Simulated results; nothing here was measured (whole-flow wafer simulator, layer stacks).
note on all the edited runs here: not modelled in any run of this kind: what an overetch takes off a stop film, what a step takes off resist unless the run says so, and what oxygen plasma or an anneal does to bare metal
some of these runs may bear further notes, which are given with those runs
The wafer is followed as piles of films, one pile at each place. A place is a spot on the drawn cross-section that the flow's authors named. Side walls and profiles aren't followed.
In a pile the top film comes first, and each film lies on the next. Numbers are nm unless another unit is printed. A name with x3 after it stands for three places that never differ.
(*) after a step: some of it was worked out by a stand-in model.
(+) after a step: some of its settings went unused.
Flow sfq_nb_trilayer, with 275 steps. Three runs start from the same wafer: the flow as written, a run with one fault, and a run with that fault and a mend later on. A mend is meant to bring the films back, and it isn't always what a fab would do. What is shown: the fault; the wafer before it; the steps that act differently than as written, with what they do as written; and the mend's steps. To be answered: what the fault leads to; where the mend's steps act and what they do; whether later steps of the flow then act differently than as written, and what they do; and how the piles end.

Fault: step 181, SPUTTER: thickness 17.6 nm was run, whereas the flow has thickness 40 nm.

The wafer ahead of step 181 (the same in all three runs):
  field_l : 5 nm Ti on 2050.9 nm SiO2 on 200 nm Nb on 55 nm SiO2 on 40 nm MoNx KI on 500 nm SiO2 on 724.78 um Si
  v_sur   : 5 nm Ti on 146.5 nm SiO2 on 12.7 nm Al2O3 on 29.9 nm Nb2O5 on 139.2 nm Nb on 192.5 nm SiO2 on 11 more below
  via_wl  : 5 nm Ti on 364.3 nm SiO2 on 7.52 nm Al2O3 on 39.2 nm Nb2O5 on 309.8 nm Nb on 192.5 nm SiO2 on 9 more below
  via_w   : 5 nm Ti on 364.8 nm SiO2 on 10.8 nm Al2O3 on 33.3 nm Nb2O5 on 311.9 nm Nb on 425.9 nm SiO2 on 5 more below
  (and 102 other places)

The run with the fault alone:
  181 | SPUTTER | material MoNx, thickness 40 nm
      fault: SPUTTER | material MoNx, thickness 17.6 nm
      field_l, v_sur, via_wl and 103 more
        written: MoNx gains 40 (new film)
        fault: MoNx gains 17.6 (new film)
  Steps later in the flow that act otherwise than as written (11 more steps, not shown, differ only slightly: by at most 2% or 0.5 nm, whichever is larger):
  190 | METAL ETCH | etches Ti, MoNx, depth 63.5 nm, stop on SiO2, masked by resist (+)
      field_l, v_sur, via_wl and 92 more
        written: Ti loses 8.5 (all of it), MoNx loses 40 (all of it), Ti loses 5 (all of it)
        fault: Ti loses 8.5 (all of it), MoNx loses 17.6 (all of it), Ti loses 5 (all of it)
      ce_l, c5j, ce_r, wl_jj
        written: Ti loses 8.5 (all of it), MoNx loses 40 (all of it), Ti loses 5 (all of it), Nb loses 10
        fault: Ti loses 8.5 (all of it), MoNx loses 17.6 (all of it), Ti loses 5 (all of it), Nb loses 32.4
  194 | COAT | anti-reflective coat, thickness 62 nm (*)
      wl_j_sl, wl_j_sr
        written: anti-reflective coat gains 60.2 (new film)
        fault: anti-reflective coat gains 56.6 (new film)
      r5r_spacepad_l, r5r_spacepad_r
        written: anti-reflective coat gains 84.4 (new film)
        fault: anti-reflective coat gains 74.8 (new film)
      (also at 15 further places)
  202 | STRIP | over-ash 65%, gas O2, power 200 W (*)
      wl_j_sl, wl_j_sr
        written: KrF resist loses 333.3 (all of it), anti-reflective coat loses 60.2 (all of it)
        fault: KrF resist loses 333.4 (all of it), anti-reflective coat loses 56.6 (all of it)
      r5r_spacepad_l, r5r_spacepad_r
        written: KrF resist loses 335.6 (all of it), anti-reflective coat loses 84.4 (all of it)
        fault: KrF resist loses 334.8 (all of it), anti-reflective coat loses 74.8 (all of it)
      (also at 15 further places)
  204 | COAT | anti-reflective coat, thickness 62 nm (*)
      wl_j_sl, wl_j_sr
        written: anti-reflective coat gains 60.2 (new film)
        fault: anti-reflective coat gains 56.6 (new film)
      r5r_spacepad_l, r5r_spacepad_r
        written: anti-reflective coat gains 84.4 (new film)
        fault: anti-reflective coat gains 74.8 (new film)
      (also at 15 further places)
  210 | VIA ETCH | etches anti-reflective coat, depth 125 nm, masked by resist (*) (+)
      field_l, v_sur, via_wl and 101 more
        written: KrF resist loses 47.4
        fault: KrF resist loses 48.9
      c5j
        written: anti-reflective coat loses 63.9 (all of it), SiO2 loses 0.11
        fault: anti-reflective coat loses 70 (all of it), SiO2 loses 0.09
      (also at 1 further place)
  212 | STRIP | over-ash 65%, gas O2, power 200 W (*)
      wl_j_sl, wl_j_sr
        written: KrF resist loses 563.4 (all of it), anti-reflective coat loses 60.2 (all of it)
        fault: KrF resist loses 561.8 (all of it), anti-reflective coat loses 56.6 (all of it)
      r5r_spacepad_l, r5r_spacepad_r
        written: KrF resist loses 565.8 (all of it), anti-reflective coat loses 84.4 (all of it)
        fault: KrF resist loses 563.2 (all of it), anti-reflective coat loses 74.8 (all of it)
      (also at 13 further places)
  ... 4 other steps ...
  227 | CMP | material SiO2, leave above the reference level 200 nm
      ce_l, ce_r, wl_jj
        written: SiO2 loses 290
        fault: SiO2 loses 267.6
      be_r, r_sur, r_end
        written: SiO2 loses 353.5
        fault: SiO2 loses 331.1
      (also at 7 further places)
  The piles end different from the flow's at ce_l, c5j, ce_r and 8 more by more than 2% or 0.5 nm, whichever is larger.
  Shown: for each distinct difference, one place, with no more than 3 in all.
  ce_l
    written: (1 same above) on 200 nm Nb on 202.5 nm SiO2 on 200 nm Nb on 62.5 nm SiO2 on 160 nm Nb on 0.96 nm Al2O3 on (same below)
    fault: (1 same above) on 200 nm Nb on 224.9 nm SiO2 on 200 nm Nb on 62.5 nm SiO2 on 137.6 nm Nb on 0.96 nm Al2O3 on (same below)
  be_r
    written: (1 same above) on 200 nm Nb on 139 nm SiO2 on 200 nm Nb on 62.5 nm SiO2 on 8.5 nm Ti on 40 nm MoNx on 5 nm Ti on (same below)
    fault: (1 same above) on 200 nm Nb on 161.4 nm SiO2 on 200 nm Nb on 62.5 nm SiO2 on 8.5 nm Ti on 17.6 nm MoNx on 5 nm Ti on (same below)
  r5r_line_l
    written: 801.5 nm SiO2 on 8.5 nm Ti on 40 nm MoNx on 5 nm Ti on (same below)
    fault: 823.9 nm SiO2 on 8.5 nm Ti on 17.6 nm MoNx on 5 nm Ti on (same below)

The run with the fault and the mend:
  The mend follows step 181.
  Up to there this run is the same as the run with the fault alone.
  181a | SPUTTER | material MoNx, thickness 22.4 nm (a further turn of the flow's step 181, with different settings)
      field_l, v_sur, via_wl and 103 more
        MoNx gains 22.4
  Later steps of the flow that are run all act as written at every place that is followed.
  The piles end the same as the flow's at every place that both follow.
